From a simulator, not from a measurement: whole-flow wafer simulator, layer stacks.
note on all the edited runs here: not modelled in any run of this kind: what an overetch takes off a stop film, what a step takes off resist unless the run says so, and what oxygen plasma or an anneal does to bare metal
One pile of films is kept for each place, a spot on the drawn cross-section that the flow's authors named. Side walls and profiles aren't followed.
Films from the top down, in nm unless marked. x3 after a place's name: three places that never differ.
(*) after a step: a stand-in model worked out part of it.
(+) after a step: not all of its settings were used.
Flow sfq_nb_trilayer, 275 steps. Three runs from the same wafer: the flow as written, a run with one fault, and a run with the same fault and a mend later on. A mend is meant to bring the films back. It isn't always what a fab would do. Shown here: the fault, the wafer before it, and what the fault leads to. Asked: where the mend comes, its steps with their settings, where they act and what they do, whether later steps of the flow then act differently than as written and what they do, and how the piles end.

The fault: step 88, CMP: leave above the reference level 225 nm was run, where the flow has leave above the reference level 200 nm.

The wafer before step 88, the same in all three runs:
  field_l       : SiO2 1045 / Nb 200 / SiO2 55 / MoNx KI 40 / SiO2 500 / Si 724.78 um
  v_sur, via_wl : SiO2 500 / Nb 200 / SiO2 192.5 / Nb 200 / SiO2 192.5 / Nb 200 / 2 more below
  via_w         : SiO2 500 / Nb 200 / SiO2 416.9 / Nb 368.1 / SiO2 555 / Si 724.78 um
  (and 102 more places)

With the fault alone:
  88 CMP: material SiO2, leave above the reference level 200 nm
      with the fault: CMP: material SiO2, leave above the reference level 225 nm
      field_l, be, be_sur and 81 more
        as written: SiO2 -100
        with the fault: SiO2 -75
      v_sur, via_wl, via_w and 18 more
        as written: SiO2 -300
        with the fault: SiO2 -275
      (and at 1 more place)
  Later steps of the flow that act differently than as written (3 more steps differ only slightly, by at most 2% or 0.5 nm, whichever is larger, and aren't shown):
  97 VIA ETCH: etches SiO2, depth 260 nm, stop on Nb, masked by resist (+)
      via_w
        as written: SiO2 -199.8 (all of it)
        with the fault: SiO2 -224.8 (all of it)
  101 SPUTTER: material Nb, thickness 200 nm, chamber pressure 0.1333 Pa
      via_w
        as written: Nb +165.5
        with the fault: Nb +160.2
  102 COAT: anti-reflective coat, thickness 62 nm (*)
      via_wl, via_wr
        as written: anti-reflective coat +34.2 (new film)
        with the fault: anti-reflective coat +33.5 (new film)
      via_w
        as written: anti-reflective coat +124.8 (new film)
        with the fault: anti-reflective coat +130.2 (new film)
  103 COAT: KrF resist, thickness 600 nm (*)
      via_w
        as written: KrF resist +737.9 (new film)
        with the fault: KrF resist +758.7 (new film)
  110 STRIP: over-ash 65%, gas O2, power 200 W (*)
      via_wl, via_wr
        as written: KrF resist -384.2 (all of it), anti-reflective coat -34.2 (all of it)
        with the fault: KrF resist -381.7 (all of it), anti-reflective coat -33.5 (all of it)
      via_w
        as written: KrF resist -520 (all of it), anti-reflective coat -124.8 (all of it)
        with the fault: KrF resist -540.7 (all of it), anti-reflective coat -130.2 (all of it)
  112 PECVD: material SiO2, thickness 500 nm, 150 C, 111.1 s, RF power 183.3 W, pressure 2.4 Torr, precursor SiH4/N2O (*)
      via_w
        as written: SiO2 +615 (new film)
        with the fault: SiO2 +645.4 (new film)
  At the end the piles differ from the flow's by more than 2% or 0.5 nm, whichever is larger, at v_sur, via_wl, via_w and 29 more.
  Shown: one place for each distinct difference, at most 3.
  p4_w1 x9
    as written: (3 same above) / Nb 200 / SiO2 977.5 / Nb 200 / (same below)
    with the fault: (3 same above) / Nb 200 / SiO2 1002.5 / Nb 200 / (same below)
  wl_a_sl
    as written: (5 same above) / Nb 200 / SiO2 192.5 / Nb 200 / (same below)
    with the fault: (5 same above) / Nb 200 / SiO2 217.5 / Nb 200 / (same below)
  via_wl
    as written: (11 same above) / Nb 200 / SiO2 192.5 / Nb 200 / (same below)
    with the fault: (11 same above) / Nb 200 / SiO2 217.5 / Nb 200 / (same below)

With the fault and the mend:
  The mend comes after step 89.
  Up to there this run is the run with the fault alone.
  89a CMP: material SiO2, leave above the reference level 200 nm (the flow's step 88 once more)
      field_l, v_sur, via_wl and 103 more
        SiO2 -25
  No later step of the flow acts differently than as written at any place that is followed.
  At the end the piles are the same as the flow's at every place that both follow.
